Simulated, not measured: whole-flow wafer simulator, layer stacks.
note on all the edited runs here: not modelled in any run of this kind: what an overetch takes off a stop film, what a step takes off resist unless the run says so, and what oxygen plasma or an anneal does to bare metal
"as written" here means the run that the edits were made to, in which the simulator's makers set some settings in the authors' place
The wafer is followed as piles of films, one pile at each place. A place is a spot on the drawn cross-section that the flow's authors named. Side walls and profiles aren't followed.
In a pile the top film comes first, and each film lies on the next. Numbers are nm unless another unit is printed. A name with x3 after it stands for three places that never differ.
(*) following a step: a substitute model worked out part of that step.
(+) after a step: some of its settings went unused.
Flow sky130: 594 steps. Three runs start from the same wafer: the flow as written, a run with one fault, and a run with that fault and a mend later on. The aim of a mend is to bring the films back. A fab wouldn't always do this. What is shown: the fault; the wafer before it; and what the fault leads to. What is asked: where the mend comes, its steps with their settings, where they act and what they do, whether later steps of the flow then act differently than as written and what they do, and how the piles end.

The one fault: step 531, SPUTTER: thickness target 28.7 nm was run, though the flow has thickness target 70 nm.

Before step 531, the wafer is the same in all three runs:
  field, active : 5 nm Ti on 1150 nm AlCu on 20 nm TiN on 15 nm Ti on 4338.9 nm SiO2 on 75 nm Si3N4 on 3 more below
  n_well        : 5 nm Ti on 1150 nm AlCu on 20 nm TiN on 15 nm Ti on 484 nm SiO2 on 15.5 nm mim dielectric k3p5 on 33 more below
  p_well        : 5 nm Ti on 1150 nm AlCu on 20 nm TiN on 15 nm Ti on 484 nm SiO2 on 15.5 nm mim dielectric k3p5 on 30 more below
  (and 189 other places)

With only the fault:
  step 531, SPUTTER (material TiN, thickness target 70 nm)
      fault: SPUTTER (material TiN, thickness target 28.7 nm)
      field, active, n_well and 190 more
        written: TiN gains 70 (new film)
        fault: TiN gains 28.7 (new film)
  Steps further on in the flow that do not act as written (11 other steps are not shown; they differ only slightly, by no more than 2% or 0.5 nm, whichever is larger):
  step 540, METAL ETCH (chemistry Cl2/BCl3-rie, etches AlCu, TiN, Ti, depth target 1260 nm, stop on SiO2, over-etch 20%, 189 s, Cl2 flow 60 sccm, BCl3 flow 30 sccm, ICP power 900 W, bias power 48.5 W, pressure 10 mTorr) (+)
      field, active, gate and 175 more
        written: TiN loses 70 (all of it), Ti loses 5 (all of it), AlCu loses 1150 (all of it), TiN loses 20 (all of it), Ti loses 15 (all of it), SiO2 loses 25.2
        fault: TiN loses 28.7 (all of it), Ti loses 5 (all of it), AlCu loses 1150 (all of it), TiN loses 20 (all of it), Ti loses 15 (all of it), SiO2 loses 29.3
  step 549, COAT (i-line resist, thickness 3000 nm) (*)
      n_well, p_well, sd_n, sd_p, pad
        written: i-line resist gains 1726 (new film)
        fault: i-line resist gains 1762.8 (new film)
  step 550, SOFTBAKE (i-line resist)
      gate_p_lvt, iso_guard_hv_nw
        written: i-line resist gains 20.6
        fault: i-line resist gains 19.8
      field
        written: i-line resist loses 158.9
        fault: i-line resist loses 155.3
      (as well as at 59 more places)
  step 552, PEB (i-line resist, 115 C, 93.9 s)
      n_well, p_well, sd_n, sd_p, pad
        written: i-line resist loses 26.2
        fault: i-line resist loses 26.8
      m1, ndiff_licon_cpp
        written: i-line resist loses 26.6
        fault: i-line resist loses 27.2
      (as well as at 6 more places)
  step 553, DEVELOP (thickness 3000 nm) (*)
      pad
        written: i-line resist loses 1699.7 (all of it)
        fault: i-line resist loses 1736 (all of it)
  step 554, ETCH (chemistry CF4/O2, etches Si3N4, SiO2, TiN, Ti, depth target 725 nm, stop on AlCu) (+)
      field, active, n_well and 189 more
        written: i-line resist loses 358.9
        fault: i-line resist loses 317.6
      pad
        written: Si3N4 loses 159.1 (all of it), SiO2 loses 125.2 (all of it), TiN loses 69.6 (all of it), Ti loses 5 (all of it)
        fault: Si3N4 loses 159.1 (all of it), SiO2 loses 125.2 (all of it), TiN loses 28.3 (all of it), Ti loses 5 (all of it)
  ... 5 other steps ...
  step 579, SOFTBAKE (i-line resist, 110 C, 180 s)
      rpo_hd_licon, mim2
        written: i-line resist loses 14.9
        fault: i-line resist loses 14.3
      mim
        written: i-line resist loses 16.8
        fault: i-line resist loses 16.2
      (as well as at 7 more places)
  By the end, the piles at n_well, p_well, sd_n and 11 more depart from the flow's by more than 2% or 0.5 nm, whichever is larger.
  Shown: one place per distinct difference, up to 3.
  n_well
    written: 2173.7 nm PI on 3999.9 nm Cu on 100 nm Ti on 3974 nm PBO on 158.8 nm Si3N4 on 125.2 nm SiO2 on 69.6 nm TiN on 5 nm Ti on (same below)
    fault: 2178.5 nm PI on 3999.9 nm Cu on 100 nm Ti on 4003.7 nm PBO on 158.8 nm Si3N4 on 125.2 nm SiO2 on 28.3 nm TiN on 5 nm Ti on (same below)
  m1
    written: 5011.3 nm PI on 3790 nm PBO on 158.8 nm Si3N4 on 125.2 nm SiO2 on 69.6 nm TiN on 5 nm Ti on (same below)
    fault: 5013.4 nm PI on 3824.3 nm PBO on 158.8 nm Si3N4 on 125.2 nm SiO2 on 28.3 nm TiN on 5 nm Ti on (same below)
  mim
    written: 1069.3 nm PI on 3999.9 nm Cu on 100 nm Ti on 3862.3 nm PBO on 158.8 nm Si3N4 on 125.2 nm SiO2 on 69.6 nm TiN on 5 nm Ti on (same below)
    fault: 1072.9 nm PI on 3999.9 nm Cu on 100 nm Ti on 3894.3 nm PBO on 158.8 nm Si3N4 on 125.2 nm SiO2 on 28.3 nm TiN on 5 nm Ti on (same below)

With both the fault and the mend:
  The mend stands after step 538.
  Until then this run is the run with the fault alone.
  step 538a, STRIP (chemistry O2/N2, power 2160 W, pressure 1700 mTorr) (*)
      n_well, p_well, sd_n and 9 more
        resist loses 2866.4 (all of it)
      m1, via4_hole
        resist loses 2868.5 (all of it)
      via4_enc
        resist loses 2866.3 (all of it)
  step 538b, SPUTTER (material TiN, thickness target 41.3 nm) (the flow's step 531, run once more with other settings)
      field, active, n_well and 190 more
        TiN gains 41.3
  step 538c, HMDS (120 C, 60 s) (the flow's step 533, run once more)
      leaves every film unchanged at each place that is followed
  step 538d, COAT (resist, thickness 2930 nm) (the flow's step 534, run once more)
      n_well, p_well, gate_hv and 172 more
        resist gains 2930 (new film)
      field, active, gate and 13 more
        resist gains 2929.9 (new film)
      m1, via4_hole
        resist gains 2932.1 (new film)
  step 538e, SOFTBAKE (resist) (the flow's step 535, run once more)
      field, active, gate, spacer, m1, sonos_cell, sonos_guard, sonos_guard_hv
        resist gains 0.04
      nwell_res
        resist gains 0.03
      pplus_nw
        resist gains 0.02
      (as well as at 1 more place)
  step 538f, EXPOSE (photomask MM5, dose 309.9 mJ/cm2, NA 0.6, wavelength 365 nm) (*) (the flow's step 536, run once more)
      leaves every film unchanged at each place that is followed
  step 538g, PEB (resist, 70.3 s) (the flow's step 537, run once more)
      field, active, n_well and 188 more
        resist loses 63.6
      m1, via4_hole
        resist loses 63.7
  step 538h, DEVELOP (resist, thickness 2930 nm, developer TMAH-0.26N, 60 s) (the flow's step 538, run once more)
      field, active, gate and 168 more
        resist loses 2866.4 (all of it)
      via1_hole, via1_enc, via2_hole, via2_enc, via3_hole, via3_enc, via_li1
        resist loses 2866.3 (all of it)
  Every later step of the flow that is run acts as written at every place that is followed.
  By the end, the piles equal the flow's at every place that both follow.
